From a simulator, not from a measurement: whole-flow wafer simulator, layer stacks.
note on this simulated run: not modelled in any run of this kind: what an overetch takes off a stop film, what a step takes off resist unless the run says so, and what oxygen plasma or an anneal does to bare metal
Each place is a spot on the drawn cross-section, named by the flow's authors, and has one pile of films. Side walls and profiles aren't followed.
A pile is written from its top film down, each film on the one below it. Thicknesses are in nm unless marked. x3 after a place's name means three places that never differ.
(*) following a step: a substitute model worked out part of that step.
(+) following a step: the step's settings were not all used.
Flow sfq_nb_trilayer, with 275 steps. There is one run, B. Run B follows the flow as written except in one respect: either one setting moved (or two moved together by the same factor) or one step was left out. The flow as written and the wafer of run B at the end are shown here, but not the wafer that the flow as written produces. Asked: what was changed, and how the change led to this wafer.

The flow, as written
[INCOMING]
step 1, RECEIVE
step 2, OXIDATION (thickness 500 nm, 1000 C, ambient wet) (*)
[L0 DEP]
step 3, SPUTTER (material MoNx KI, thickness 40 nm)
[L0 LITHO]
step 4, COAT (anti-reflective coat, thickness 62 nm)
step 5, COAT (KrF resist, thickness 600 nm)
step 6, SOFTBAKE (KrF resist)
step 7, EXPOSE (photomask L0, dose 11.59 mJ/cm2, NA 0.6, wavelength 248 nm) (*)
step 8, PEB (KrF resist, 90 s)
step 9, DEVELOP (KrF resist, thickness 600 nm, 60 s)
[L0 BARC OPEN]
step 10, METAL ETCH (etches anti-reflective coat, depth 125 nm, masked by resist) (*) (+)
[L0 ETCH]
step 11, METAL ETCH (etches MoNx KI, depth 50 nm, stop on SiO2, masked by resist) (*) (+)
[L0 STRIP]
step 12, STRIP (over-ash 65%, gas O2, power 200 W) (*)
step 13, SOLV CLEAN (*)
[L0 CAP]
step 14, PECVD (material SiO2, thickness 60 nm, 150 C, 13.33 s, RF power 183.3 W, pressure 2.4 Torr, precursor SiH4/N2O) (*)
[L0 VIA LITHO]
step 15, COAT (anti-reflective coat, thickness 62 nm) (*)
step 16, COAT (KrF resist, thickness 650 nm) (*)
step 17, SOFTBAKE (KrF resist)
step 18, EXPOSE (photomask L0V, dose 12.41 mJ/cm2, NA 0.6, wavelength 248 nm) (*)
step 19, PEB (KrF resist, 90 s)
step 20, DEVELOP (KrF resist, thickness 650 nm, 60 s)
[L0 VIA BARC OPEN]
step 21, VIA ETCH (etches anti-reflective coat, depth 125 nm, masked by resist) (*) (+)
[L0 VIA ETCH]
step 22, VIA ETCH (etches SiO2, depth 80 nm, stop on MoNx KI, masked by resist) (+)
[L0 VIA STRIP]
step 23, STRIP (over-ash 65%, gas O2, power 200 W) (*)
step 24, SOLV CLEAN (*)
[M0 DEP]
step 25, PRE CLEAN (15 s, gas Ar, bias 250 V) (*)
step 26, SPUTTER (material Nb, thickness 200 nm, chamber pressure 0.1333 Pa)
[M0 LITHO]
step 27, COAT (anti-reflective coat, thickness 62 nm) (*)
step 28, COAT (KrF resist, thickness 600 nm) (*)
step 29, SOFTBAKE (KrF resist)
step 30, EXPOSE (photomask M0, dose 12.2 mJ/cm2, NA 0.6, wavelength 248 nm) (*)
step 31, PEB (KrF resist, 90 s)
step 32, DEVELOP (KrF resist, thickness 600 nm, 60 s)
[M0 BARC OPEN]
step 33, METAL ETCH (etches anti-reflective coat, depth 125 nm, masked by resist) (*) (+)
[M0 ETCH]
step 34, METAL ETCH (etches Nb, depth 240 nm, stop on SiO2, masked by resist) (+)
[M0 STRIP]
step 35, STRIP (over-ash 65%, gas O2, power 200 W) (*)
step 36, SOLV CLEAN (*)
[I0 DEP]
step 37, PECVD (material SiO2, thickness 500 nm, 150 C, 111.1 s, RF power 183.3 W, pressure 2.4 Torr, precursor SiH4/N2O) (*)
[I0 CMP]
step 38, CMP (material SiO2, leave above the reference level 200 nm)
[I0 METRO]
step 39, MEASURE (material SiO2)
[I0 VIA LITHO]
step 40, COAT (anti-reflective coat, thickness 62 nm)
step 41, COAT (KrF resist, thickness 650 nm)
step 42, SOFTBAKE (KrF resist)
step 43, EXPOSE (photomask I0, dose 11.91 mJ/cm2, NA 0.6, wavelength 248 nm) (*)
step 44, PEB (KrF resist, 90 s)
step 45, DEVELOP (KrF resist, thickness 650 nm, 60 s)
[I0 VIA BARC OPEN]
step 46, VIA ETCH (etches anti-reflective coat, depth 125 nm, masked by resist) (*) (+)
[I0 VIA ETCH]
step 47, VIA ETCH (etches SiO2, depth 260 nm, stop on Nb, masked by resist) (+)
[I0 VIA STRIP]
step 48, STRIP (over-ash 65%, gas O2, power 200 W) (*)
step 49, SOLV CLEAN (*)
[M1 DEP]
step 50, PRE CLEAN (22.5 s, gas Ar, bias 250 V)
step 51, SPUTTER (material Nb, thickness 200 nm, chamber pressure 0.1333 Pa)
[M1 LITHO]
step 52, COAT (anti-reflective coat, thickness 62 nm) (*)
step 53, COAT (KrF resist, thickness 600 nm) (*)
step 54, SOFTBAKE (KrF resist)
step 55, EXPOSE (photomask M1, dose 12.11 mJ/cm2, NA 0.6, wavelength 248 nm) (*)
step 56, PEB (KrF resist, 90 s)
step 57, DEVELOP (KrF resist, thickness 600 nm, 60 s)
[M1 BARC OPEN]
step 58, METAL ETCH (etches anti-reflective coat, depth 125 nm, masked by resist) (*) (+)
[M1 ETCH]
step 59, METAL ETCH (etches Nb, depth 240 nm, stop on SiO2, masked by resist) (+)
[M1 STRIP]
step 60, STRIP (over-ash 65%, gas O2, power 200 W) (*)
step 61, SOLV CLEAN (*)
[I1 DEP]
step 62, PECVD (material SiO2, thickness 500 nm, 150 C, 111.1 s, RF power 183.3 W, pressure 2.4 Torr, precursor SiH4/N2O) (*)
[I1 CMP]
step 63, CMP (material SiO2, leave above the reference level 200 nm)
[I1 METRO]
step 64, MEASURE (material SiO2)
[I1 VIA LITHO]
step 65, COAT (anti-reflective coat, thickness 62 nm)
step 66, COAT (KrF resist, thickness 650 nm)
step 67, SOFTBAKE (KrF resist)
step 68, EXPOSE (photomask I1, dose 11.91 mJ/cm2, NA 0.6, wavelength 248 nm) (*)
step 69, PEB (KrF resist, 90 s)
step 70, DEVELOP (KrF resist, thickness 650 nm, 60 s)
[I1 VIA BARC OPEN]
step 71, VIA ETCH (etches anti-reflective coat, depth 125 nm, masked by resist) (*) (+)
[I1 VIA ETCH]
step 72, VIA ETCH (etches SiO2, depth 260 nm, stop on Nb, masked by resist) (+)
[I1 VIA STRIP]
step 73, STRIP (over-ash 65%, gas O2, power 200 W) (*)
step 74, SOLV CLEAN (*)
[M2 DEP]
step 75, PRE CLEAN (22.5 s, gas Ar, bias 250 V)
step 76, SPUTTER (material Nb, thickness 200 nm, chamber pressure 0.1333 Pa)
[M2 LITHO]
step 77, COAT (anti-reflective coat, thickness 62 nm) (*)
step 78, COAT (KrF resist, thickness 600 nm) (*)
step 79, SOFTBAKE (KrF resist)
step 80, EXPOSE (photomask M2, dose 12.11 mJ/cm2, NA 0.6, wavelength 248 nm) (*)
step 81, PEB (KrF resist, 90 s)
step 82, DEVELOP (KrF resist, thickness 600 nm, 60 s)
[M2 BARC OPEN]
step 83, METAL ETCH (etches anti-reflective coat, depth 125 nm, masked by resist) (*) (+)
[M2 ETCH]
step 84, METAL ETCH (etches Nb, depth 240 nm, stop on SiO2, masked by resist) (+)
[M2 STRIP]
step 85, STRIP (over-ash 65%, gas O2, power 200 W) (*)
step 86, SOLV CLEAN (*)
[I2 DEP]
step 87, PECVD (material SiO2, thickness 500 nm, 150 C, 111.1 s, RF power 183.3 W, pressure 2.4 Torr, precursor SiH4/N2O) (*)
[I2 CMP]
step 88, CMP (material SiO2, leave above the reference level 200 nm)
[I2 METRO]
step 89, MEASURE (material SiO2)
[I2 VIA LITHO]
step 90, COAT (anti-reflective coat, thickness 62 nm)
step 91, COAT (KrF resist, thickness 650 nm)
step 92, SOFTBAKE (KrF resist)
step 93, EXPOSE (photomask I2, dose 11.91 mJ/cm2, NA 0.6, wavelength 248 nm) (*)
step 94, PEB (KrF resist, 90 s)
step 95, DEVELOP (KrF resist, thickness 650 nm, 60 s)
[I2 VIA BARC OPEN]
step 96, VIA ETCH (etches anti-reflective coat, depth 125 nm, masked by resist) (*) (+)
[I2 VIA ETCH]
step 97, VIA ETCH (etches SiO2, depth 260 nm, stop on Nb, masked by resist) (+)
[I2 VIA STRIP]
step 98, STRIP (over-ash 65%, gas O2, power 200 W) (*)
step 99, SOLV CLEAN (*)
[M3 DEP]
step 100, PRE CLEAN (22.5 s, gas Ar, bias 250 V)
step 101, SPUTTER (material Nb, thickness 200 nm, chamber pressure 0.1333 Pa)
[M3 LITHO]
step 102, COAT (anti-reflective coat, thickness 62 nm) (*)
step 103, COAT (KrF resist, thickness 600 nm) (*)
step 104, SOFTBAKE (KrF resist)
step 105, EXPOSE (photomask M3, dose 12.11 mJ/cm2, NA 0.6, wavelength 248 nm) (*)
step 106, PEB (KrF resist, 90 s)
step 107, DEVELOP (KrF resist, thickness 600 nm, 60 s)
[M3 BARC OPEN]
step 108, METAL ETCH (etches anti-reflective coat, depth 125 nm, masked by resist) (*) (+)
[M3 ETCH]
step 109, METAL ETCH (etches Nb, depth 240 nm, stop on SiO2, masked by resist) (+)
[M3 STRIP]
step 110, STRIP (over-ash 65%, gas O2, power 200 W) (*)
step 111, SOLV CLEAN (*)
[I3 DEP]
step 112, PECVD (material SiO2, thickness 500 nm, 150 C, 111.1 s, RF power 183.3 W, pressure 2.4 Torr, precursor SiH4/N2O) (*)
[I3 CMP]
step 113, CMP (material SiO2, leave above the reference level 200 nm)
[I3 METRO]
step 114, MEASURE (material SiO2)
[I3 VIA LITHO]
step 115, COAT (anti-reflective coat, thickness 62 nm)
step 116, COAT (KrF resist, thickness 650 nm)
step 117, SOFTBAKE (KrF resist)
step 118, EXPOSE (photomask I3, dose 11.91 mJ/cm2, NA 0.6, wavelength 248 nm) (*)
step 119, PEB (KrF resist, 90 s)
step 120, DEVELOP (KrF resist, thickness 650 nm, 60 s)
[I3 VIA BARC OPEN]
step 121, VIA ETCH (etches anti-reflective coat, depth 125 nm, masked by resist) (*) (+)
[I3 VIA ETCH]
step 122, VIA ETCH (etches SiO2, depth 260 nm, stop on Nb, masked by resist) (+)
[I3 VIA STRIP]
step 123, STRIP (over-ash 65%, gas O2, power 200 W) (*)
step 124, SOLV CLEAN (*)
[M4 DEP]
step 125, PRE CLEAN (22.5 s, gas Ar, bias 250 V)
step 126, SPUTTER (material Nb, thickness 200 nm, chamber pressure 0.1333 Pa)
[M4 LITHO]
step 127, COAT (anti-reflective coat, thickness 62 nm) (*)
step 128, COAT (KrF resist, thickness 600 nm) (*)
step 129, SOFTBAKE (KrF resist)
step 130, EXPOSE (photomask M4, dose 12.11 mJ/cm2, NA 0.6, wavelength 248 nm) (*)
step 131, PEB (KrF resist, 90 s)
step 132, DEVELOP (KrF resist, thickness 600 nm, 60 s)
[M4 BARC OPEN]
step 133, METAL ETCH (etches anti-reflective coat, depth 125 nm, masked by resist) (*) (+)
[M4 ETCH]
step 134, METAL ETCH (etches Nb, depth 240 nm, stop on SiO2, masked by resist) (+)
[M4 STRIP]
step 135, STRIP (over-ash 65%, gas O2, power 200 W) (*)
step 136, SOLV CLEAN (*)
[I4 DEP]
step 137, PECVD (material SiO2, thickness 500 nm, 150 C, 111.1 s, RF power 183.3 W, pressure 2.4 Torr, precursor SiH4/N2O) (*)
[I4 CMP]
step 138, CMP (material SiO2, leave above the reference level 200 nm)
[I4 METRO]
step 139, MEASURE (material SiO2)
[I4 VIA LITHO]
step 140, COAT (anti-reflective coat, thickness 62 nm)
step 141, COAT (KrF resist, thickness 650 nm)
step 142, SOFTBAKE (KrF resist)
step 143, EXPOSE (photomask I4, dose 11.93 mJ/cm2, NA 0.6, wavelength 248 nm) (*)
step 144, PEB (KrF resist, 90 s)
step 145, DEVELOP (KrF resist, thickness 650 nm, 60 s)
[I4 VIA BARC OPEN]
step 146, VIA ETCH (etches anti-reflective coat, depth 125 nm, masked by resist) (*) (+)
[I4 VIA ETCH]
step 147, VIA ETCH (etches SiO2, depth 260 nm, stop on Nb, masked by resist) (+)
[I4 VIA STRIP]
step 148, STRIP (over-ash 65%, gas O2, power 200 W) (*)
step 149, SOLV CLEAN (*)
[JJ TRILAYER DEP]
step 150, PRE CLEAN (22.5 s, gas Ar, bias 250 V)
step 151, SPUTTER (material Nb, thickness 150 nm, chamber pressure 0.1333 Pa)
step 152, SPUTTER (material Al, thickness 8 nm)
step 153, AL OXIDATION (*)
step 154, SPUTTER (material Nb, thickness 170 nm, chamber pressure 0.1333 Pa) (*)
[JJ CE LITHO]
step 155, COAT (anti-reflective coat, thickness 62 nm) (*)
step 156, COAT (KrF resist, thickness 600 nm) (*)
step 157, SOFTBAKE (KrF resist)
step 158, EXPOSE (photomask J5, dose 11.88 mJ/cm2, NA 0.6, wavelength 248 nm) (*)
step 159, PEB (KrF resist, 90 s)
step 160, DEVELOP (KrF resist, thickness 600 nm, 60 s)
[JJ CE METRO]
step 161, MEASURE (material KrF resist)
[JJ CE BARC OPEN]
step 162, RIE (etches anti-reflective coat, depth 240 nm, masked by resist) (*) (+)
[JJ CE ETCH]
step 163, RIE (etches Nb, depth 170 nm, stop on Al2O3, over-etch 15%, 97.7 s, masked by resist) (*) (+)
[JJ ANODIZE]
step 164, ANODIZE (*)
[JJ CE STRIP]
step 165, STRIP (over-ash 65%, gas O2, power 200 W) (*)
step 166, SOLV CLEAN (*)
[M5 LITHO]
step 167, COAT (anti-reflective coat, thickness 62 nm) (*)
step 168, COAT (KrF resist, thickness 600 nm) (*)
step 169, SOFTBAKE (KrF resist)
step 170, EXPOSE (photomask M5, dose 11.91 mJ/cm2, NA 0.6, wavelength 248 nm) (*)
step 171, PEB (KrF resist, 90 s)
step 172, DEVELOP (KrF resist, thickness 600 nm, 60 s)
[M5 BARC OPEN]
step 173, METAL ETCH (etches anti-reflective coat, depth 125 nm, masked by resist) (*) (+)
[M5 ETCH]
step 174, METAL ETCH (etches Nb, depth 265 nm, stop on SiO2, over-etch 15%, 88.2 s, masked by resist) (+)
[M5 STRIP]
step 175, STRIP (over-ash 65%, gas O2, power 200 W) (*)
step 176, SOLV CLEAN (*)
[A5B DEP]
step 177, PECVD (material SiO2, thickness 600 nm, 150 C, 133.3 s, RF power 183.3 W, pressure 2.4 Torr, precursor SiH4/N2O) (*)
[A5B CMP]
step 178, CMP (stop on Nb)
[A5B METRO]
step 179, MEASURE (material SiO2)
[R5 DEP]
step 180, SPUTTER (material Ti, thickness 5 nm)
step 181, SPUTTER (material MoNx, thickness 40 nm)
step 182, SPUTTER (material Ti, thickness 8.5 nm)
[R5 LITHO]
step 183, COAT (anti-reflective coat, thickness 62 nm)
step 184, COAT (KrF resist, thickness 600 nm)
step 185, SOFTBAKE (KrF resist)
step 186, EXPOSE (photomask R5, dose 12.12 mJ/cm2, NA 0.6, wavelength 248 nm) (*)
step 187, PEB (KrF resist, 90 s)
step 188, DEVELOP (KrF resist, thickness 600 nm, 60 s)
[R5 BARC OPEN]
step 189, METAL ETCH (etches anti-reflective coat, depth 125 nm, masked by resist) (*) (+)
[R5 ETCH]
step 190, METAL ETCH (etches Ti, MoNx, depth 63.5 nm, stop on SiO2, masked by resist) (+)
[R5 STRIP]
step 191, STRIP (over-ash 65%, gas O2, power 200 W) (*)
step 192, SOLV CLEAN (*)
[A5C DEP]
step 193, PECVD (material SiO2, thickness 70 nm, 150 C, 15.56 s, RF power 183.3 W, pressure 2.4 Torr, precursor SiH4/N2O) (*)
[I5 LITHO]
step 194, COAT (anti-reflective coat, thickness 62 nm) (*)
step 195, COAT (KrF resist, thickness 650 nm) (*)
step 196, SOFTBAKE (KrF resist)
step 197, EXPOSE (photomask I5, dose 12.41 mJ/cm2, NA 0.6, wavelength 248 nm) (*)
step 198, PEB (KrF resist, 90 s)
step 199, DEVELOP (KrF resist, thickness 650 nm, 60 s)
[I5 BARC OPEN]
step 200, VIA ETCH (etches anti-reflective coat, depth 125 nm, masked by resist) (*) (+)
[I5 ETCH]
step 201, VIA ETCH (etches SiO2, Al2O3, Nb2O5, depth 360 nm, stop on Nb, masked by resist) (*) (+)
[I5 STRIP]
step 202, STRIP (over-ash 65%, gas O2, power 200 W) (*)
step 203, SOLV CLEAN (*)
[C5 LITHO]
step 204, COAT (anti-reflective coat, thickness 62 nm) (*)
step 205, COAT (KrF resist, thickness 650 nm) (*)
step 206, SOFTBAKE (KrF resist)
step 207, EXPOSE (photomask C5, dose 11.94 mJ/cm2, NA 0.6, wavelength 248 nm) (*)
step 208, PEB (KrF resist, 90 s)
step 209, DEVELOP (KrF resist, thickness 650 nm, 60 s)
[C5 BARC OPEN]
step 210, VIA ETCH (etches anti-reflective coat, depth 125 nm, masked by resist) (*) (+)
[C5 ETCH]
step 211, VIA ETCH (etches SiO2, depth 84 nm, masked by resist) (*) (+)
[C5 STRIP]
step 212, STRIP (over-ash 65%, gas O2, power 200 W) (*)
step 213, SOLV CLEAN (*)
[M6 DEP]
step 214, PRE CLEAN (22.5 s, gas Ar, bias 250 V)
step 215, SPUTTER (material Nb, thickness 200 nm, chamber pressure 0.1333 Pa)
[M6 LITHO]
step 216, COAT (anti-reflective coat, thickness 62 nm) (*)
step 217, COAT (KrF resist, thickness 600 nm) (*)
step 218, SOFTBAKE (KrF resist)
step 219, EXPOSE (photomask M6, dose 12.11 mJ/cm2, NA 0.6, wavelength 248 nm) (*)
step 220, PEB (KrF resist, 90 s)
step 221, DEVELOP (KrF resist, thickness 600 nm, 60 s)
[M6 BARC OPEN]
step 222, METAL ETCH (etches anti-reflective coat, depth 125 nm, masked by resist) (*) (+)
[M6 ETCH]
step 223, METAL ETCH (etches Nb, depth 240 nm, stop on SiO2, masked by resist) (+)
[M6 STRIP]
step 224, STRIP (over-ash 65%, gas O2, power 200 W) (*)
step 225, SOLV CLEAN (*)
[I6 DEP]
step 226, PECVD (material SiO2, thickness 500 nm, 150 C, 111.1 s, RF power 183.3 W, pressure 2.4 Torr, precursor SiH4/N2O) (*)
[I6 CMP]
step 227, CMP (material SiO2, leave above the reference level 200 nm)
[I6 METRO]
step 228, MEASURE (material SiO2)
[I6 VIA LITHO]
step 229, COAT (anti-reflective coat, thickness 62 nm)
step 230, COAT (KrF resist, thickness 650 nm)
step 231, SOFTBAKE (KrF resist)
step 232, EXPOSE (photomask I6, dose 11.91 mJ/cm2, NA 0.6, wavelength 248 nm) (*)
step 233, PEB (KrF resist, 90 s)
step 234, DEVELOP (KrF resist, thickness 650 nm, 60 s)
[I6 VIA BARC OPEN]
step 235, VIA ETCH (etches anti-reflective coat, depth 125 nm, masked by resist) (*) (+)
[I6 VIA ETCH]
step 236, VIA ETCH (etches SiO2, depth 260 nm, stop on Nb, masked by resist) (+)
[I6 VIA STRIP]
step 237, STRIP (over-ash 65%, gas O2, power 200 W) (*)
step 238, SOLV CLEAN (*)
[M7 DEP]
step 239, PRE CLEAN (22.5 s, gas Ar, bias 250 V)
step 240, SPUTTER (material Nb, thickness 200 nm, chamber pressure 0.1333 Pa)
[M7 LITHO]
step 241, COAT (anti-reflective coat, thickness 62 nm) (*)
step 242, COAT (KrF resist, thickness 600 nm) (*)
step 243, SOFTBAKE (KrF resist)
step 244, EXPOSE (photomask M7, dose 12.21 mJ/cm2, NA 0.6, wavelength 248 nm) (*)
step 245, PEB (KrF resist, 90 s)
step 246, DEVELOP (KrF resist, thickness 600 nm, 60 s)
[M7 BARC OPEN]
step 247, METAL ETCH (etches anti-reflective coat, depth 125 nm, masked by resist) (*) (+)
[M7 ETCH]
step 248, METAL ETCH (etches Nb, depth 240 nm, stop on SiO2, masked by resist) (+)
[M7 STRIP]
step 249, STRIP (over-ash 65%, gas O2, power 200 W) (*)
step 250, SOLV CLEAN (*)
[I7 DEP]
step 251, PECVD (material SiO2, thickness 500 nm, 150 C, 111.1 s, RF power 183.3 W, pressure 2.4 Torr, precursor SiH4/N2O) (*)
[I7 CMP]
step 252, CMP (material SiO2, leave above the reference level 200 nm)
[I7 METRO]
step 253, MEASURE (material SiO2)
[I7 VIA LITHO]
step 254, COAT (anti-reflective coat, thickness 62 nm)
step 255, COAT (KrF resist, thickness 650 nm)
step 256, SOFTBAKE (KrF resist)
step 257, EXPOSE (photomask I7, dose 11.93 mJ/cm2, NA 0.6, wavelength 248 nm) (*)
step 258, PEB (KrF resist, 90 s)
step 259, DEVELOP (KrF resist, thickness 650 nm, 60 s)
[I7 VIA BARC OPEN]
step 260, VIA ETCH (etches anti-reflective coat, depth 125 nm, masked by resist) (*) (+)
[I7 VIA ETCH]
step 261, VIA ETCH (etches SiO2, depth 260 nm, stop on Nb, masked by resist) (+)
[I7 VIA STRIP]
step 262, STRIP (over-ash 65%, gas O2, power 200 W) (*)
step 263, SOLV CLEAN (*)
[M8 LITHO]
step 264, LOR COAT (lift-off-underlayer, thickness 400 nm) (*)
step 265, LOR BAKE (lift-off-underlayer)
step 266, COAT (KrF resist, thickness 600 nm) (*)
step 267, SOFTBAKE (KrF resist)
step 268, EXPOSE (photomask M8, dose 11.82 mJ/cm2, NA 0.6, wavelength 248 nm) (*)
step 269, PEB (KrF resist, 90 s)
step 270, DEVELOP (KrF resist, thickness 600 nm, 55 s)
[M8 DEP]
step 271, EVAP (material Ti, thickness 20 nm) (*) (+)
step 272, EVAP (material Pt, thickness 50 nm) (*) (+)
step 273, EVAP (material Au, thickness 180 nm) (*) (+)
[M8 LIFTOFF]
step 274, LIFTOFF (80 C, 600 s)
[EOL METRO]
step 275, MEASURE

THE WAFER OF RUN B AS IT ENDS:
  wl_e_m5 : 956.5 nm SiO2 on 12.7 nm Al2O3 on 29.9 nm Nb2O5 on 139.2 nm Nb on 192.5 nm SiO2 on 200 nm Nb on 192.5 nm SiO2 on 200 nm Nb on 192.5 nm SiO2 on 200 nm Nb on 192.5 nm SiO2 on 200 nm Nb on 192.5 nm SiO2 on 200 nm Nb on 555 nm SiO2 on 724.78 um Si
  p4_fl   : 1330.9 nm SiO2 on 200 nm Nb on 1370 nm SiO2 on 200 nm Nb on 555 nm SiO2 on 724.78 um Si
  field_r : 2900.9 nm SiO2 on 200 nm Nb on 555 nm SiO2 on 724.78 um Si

Cause: step 215, SPUTTER: thickness 155 nm was run, whereas the flow has thickness 200 nm.

Step by step, how the change led to this:
  step 215, SPUTTER (material Nb, thickness 200 nm, chamber pressure 0.1333 Pa)
      field_l, v_sur, via_wl and 100 more: +155 Nb (new film) (in the flow as written it would be: +200 Nb (new film))
      be: +114.5 Nb (in the flow as written it would be: +147.3 Nb)
      (as well as at 2 more places)
  step 216, COAT (anti-reflective coat, thickness 62 nm) (*)
      be: +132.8 anti-reflective coat (new film) (in the flow as written it would be: +136.7 anti-reflective coat (new film))
  step 223, METAL ETCH (etches Nb, depth 240 nm, stop on SiO2, masked by resist) (+)
      field_l, gap, moat and 76 more: -155 Nb (all of it) (in the flow as written it would be: -200 Nb (all of it))
      v_sur, via_wl, via_w and 24 more: -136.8 KrF resist (in the flow as written it would be: -141.2 KrF resist)
  step 224, STRIP (over-ash 65%, gas O2, power 200 W) (*)
      wire: -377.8 KrF resist (all of it), -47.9 anti-reflective coat (all of it) (in the flow as written it would be: -369.8 KrF resist (all of it), -48.3 anti-reflective coat (all of it))
      be: -577.5 KrF resist (all of it), -132.8 anti-reflective coat (all of it) (in the flow as written it would be: -575.8 KrF resist (all of it), -136.7 anti-reflective coat (all of it))
      (as well as at 1 more place)
  step 226, PECVD (material SiO2, thickness 500 nm, 150 C, 111.1 s, RF power 183.3 W, pressure 2.4 Torr, precursor SiH4/N2O) (*)
      gap, wl_a_sl, m6r_space_l x2: +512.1 SiO2 (in the flow as written it would be: +557.1 SiO2)
      be: +676.6 SiO2 (new film) (in the flow as written it would be: +693.5 SiO2 (new film))
  step 227, CMP (material SiO2, leave above the reference level 200 nm)
      field_l, p4_fl, p4_fm and 59 more: -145 SiO2 (in the flow as written it would be: -100 SiO2)
      moat, field_r, lsp_l, ln_m5, lsp_m: -145 SiO2 (in the flow as written it would be: -93.6 SiO2)
      (as well as at 9 more places)
